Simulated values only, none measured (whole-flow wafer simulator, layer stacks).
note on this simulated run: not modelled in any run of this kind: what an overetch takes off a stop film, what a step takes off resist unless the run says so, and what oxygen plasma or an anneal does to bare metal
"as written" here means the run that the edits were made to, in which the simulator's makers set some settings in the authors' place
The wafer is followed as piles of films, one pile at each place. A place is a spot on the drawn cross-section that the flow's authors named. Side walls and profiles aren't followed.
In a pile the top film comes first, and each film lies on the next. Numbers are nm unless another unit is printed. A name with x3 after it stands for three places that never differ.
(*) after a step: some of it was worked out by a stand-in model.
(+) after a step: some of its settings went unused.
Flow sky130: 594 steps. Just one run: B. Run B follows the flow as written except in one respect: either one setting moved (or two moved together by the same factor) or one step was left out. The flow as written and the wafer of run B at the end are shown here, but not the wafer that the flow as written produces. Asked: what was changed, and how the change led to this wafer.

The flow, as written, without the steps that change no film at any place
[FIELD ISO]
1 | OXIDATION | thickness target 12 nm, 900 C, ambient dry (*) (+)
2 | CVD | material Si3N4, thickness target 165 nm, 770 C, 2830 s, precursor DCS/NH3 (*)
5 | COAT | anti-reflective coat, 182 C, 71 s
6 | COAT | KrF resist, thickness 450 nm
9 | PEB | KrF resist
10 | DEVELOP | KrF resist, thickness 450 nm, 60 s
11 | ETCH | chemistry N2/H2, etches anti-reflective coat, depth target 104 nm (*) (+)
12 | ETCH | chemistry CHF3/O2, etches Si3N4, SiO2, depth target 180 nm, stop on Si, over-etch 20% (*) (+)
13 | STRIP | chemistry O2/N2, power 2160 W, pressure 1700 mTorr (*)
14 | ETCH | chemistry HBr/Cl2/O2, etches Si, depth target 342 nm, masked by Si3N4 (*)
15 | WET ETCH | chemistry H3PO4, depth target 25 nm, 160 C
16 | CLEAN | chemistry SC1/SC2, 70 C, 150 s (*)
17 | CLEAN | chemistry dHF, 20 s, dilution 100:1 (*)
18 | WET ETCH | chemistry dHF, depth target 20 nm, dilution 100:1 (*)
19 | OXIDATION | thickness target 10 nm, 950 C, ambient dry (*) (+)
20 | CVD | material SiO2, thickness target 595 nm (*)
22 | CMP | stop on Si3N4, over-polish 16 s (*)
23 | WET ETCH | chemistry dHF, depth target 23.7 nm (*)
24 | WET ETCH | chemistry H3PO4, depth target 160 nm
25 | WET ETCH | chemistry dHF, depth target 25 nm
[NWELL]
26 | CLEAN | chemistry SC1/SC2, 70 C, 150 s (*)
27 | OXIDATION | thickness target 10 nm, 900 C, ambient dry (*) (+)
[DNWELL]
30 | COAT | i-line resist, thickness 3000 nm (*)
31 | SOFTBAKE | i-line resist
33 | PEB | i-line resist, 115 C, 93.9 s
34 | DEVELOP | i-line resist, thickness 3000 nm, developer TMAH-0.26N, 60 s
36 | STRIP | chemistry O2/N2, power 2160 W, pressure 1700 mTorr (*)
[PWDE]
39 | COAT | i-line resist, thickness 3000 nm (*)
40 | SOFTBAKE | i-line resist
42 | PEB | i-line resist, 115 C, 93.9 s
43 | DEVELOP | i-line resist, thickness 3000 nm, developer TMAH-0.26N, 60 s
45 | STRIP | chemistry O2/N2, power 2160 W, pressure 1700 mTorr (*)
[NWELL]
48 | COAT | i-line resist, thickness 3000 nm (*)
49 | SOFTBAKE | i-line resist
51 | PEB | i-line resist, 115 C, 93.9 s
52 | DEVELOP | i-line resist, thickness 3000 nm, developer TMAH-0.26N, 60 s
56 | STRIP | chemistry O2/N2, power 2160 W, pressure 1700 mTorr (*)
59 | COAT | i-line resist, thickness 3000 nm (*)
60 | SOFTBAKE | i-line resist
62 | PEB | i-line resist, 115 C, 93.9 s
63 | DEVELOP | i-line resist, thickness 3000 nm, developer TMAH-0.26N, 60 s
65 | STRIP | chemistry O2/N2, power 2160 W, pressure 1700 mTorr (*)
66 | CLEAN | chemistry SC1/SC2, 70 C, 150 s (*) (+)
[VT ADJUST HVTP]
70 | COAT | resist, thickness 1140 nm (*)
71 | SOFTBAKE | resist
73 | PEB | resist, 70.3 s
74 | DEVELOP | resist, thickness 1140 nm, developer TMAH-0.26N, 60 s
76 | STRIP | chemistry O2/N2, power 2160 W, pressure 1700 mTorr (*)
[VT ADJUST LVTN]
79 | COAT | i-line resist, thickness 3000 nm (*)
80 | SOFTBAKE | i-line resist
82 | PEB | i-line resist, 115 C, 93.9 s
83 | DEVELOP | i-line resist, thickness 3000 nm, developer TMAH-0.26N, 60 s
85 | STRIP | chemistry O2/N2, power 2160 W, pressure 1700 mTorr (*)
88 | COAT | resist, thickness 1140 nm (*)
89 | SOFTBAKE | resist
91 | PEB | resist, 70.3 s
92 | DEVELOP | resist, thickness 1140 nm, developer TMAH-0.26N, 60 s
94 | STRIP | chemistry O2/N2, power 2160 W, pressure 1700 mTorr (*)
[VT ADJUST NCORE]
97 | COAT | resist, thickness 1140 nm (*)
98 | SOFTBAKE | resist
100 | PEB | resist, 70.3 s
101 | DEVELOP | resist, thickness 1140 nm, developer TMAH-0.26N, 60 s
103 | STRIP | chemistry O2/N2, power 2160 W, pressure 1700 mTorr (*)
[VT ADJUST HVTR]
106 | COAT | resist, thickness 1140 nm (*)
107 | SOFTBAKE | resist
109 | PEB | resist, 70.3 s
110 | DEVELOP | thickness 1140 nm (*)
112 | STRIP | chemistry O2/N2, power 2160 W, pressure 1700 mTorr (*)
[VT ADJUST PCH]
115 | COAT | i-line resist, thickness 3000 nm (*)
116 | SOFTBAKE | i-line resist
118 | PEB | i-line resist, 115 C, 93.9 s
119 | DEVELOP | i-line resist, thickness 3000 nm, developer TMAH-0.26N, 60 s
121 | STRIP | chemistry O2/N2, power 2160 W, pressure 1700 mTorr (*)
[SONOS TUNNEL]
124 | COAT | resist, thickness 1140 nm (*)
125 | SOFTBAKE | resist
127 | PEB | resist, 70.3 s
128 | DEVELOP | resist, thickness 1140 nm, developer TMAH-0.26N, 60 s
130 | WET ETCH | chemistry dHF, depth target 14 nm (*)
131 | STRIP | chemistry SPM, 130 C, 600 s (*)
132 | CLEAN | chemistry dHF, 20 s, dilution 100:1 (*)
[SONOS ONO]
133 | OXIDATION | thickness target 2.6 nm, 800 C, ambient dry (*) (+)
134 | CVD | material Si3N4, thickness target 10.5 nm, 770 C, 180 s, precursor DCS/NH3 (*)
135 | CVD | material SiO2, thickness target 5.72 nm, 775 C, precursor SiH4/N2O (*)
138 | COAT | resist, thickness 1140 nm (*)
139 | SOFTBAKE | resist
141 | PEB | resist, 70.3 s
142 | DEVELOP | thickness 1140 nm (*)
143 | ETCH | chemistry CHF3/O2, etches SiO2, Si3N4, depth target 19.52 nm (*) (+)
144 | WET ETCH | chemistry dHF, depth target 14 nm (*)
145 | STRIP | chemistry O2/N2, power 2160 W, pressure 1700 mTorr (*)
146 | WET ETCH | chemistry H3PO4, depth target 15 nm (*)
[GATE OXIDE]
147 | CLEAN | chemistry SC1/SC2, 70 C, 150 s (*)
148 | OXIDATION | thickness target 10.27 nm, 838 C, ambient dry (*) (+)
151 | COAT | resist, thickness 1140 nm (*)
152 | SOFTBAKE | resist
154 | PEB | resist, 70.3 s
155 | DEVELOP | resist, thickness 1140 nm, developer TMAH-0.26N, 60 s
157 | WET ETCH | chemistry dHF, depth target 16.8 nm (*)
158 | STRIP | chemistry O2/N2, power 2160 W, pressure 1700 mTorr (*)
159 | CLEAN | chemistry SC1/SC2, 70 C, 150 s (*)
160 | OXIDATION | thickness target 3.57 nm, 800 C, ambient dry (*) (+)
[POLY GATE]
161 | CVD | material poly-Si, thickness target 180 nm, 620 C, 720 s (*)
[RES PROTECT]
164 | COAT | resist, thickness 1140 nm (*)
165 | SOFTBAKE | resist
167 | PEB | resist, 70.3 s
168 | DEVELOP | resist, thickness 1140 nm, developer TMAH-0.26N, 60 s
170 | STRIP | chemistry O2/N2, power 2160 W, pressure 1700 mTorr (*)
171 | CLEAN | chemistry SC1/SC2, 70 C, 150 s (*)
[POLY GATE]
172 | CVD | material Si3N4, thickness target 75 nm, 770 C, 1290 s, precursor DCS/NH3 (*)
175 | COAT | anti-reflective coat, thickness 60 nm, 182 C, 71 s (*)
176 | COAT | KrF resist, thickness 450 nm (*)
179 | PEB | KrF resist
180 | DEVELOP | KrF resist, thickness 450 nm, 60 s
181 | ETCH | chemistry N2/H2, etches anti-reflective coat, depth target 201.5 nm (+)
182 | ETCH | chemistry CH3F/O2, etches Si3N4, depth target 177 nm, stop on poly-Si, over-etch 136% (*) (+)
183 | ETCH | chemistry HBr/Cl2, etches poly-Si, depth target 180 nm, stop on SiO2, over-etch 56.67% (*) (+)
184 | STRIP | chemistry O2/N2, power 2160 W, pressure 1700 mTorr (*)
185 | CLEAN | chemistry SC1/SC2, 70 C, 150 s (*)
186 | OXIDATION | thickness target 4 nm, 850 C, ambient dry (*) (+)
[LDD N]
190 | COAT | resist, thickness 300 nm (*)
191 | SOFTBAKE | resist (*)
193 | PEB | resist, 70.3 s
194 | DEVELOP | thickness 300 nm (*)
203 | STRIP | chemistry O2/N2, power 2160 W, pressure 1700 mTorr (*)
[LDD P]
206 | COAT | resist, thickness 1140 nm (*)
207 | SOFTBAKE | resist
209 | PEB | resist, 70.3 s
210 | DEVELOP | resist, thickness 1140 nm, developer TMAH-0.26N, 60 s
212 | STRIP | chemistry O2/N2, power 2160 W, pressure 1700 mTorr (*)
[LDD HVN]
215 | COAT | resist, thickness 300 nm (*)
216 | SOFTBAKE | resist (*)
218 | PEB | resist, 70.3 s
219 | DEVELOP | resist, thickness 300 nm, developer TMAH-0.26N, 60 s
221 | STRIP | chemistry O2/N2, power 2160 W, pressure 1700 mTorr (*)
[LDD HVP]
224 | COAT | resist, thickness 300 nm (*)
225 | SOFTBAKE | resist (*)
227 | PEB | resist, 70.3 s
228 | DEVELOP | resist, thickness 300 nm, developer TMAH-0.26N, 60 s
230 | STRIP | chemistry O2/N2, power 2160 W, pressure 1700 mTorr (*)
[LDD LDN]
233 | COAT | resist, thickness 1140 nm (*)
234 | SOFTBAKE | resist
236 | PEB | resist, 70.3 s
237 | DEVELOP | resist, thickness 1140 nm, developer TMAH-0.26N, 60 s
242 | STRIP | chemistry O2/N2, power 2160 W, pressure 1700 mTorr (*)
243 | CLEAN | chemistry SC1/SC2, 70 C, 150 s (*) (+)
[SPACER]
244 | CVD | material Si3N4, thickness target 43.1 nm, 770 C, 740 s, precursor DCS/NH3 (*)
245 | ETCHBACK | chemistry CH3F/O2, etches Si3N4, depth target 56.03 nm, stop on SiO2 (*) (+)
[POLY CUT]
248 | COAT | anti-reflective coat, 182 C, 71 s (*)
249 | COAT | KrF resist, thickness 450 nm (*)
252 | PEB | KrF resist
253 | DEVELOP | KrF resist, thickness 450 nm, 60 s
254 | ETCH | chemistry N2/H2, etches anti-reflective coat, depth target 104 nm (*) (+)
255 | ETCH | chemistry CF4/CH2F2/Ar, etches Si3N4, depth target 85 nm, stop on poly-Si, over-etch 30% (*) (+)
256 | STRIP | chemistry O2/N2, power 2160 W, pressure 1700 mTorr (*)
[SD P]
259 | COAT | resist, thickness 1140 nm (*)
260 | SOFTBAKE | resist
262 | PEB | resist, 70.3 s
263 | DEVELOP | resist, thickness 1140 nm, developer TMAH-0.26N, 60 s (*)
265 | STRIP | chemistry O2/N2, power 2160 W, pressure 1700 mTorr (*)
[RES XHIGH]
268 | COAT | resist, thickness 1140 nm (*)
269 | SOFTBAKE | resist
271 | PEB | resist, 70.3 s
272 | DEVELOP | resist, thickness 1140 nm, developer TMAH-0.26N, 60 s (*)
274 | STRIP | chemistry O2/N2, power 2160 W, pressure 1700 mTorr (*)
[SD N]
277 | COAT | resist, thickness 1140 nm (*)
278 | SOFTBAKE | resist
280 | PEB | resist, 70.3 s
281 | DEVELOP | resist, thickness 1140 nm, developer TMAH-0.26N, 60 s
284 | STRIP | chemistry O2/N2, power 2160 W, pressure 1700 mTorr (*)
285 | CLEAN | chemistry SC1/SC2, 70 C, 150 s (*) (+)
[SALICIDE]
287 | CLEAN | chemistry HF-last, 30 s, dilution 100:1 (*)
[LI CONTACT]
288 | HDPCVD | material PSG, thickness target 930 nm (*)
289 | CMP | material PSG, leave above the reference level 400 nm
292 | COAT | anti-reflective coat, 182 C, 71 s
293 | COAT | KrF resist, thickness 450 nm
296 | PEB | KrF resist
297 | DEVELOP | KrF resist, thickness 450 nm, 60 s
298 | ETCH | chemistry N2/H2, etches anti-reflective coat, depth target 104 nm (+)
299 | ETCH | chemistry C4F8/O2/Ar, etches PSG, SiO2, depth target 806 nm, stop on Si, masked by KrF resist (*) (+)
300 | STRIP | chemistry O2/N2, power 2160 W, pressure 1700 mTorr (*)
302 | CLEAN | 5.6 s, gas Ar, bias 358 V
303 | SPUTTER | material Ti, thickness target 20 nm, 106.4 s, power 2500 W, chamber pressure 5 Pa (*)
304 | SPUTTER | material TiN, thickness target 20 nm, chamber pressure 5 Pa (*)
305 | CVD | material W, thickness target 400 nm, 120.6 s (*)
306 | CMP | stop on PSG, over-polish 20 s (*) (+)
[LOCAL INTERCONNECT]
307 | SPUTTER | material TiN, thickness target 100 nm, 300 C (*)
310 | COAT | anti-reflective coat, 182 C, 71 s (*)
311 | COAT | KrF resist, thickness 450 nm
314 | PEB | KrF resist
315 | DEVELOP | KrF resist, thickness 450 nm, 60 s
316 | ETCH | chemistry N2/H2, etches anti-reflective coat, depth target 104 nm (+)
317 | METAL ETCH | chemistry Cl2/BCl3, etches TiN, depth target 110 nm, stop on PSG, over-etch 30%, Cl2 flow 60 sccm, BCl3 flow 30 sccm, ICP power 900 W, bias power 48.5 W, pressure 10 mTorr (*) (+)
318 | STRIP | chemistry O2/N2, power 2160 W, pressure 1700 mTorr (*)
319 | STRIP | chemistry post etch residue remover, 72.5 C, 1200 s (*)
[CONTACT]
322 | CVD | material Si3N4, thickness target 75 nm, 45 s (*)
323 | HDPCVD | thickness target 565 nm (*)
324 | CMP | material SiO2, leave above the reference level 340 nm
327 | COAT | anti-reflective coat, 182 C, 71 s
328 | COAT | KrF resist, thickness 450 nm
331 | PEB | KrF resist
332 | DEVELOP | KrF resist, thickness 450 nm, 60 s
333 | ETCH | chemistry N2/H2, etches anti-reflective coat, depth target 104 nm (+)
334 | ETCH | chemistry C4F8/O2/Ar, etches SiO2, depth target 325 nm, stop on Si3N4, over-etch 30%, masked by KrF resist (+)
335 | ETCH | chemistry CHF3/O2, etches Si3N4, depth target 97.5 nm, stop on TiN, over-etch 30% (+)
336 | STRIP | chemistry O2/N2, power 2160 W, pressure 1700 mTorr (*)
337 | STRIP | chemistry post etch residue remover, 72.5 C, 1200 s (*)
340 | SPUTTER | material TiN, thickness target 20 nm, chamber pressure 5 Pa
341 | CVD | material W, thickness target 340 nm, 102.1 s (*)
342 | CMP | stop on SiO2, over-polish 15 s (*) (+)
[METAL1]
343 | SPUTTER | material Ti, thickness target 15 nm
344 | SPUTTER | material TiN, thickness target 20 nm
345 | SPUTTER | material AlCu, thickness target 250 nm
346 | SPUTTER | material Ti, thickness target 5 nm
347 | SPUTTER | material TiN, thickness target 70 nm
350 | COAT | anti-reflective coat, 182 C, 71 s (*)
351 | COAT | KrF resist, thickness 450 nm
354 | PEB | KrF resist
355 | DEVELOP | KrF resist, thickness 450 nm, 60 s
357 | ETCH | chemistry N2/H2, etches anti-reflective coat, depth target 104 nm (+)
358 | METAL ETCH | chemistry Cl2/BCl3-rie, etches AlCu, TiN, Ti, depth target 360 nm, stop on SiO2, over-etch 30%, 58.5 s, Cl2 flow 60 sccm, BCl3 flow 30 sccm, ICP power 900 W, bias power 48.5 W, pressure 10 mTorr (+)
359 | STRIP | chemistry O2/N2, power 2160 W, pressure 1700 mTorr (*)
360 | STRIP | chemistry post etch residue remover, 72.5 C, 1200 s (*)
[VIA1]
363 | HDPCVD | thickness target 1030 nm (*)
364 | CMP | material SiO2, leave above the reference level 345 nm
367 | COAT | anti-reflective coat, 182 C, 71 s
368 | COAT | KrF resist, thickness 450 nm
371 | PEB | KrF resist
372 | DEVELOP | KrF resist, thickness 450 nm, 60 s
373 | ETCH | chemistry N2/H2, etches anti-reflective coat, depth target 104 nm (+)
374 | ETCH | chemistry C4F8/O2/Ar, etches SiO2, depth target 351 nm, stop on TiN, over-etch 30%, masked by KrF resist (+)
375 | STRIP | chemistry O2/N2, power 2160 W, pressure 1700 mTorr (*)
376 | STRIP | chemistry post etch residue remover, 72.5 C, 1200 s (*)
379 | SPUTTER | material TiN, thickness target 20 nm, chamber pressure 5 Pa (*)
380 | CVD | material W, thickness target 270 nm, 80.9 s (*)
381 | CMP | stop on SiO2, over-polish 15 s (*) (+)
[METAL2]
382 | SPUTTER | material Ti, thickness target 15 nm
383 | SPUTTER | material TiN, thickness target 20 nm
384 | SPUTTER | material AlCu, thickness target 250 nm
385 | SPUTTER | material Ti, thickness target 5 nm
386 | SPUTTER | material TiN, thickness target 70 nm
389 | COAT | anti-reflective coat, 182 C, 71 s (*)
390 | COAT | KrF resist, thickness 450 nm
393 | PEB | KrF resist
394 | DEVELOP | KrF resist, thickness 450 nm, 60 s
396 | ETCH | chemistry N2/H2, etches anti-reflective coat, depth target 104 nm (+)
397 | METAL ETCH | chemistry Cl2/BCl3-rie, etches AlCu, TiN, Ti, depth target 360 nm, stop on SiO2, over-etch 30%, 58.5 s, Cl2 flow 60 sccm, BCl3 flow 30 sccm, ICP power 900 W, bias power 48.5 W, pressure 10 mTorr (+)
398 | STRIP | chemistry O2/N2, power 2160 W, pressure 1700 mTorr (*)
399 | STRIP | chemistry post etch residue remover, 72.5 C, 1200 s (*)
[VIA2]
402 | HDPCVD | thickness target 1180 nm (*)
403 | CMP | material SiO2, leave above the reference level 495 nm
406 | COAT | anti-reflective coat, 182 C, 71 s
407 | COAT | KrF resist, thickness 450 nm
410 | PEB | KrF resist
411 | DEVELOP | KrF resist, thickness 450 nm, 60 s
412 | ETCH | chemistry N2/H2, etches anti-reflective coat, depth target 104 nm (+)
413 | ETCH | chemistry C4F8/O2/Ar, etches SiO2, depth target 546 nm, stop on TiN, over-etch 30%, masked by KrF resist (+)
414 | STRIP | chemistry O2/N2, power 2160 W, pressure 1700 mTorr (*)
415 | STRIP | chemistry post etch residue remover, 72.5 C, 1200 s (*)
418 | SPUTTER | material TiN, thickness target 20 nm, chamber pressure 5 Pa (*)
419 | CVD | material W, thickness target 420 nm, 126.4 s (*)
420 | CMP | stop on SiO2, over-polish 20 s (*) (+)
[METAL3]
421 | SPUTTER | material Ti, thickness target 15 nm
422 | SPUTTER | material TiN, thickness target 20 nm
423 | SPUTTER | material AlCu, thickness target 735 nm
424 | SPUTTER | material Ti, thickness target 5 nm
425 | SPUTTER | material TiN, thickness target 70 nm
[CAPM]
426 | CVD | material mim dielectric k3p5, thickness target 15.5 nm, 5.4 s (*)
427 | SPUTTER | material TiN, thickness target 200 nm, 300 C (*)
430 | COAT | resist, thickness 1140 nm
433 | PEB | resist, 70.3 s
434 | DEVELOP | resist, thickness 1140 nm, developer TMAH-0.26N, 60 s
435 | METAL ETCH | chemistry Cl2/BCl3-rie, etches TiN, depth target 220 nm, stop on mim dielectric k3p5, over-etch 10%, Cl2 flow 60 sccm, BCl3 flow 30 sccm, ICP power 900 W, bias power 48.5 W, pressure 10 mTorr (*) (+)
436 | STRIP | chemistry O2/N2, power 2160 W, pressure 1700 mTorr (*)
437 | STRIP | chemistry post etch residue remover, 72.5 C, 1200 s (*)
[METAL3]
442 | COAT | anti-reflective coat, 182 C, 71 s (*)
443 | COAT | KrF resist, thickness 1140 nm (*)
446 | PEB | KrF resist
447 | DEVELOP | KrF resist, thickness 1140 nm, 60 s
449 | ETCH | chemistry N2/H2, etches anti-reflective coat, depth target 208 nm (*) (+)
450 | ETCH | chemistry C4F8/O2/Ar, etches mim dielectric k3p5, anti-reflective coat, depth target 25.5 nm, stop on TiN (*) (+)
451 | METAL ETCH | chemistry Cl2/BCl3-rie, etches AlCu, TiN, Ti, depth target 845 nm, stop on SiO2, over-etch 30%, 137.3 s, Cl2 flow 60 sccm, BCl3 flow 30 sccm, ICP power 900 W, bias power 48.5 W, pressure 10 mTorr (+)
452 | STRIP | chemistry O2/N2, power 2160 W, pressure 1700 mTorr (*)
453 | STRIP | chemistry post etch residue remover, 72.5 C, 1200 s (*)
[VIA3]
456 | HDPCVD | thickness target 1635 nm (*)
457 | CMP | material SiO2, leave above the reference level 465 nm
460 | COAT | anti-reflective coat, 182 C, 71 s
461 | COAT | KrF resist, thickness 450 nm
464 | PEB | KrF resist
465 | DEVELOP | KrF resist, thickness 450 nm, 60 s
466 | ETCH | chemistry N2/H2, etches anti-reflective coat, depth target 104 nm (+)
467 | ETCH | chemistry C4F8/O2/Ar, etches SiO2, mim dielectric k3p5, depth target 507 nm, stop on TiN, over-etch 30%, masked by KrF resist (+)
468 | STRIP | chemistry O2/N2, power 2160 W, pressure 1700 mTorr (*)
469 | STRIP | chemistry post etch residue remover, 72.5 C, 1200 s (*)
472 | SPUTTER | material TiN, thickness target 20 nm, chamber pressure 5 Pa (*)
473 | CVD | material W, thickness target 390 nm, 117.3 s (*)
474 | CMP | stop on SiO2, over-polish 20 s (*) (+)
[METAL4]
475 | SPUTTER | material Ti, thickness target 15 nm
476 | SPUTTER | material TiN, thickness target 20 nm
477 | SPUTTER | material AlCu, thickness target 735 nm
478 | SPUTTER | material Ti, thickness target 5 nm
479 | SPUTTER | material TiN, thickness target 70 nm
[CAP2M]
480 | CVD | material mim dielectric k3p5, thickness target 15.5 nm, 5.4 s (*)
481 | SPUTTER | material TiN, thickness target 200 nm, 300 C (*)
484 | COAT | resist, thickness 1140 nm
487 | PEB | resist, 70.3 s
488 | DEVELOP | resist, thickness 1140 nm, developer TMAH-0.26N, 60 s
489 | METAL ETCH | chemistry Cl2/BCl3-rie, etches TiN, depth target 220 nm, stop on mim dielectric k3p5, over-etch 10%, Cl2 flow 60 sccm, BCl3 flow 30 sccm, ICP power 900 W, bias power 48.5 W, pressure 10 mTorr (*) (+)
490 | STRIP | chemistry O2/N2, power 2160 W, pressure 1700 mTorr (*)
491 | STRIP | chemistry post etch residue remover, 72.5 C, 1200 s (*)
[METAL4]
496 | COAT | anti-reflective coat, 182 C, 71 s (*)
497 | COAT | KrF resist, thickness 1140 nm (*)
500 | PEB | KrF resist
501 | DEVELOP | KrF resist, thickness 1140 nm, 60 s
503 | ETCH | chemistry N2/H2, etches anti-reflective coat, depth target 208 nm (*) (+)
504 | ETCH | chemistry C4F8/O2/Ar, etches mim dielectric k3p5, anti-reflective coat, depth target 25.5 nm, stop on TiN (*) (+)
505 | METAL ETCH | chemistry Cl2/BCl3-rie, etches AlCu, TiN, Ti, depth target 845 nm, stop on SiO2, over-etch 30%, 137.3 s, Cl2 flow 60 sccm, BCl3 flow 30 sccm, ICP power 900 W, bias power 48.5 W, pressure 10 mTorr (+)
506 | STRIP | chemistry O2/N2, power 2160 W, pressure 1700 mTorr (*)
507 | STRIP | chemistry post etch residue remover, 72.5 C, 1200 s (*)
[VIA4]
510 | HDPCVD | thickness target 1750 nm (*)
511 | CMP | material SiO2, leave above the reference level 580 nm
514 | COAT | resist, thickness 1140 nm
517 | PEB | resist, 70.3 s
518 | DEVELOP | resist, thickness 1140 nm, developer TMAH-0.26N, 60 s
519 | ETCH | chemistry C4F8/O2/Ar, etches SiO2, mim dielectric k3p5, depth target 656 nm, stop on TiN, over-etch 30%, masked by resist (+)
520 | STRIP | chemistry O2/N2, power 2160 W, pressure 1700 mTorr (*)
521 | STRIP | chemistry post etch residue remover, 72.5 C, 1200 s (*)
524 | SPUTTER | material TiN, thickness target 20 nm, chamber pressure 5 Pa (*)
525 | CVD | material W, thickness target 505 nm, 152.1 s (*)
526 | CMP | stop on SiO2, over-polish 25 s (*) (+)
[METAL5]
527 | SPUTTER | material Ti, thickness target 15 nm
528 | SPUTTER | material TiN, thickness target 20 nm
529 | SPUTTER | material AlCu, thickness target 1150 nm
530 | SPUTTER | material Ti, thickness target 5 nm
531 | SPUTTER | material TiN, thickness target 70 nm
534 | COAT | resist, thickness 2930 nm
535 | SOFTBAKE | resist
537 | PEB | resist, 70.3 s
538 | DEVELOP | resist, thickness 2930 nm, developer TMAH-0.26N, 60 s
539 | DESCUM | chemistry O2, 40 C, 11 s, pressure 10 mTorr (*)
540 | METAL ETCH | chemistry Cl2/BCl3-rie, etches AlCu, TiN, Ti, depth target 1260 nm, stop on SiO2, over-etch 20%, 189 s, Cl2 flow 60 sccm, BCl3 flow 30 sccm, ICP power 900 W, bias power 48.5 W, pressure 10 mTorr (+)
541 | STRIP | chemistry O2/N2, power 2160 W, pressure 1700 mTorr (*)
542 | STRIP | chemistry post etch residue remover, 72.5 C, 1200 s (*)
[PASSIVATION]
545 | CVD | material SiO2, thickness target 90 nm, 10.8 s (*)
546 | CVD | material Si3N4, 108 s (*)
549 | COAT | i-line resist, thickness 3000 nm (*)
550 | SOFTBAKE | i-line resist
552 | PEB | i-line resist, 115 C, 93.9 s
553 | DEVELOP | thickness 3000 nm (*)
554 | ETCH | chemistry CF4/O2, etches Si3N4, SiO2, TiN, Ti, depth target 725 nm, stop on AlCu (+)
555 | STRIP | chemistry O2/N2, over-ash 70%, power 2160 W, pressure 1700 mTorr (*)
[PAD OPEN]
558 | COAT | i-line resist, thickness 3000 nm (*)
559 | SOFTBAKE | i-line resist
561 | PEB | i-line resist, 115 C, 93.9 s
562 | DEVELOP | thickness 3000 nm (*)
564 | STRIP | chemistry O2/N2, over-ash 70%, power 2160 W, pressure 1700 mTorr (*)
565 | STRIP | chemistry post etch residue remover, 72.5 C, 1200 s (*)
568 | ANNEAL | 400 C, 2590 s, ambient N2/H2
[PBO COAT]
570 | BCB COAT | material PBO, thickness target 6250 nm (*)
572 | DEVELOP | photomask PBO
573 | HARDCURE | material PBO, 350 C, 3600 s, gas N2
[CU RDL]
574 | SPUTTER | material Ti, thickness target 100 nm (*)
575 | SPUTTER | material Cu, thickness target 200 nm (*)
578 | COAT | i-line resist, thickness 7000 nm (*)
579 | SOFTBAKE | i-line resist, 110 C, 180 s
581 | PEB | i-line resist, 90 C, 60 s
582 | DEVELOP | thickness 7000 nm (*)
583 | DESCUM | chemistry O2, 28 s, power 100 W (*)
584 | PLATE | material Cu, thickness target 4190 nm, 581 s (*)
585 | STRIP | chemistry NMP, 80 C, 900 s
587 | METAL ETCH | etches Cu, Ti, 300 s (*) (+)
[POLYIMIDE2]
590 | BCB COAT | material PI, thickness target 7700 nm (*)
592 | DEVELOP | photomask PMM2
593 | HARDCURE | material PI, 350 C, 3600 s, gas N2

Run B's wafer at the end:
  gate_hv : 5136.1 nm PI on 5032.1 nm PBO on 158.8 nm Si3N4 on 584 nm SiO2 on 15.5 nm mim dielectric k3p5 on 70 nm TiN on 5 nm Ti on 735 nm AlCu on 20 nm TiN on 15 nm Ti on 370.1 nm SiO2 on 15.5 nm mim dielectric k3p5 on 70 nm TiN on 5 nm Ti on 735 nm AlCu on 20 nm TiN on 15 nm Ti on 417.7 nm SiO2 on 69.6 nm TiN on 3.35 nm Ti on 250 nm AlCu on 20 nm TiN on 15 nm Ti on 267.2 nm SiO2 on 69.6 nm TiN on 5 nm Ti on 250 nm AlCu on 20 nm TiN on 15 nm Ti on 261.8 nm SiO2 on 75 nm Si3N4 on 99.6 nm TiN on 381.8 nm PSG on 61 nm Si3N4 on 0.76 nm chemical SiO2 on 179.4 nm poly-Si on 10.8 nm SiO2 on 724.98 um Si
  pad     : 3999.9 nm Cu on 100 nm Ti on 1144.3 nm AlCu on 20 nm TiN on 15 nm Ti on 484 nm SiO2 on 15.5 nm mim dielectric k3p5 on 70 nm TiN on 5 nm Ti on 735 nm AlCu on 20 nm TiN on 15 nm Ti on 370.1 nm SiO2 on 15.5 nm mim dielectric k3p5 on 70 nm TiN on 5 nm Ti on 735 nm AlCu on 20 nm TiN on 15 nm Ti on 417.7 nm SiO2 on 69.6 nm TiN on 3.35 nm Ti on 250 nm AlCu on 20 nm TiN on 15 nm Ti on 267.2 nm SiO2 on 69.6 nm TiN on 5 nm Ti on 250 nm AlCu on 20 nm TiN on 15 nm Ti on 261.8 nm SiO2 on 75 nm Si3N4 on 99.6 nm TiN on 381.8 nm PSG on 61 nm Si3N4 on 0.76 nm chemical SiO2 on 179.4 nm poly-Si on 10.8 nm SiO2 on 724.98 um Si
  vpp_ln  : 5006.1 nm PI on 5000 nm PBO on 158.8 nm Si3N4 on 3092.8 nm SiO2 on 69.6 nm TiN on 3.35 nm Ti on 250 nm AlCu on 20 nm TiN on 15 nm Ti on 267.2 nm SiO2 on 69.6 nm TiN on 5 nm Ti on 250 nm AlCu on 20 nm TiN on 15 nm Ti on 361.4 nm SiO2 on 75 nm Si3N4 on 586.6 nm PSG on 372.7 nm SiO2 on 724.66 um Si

The reason: step 385, SPUTTER: thickness target 3.35 nm was run, while the flow as written has thickness target 5 nm.
The wafer itself shows it: gate_hv has Ti 3.35, and step 385 as written asks for 5 nm.

How this came from the change, step by step:
  385 | SPUTTER | material Ti, thickness target 5 nm
      field, active, n_well and 188 more: Ti gains 3.35 (new film) (in the flow as written it would be: Ti gains 5 (new film))
  397 | METAL ETCH | chemistry Cl2/BCl3-rie, etches AlCu, TiN, Ti, depth target 360 nm, stop on SiO2, over-etch 30%, 58.5 s, Cl2 flow 60 sccm, BCl3 flow 30 sccm, ICP power 900 W, bias power 48.5 W, pressure 10 mTorr (+)
      field, active, gate and 82 more: TiN loses 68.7 (all of it), Ti loses 3.35 (all of it), AlCu loses 250 (all of it), TiN loses 20 (all of it), Ti loses 15 (all of it), SiO2 loses 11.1 (in the flow as written it would be: TiN loses 68.7 (all of it), Ti loses 5 (all of it), AlCu loses 250 (all of it), TiN loses 20 (all of it), Ti loses 15 (all of it), SiO2 loses 10.9)
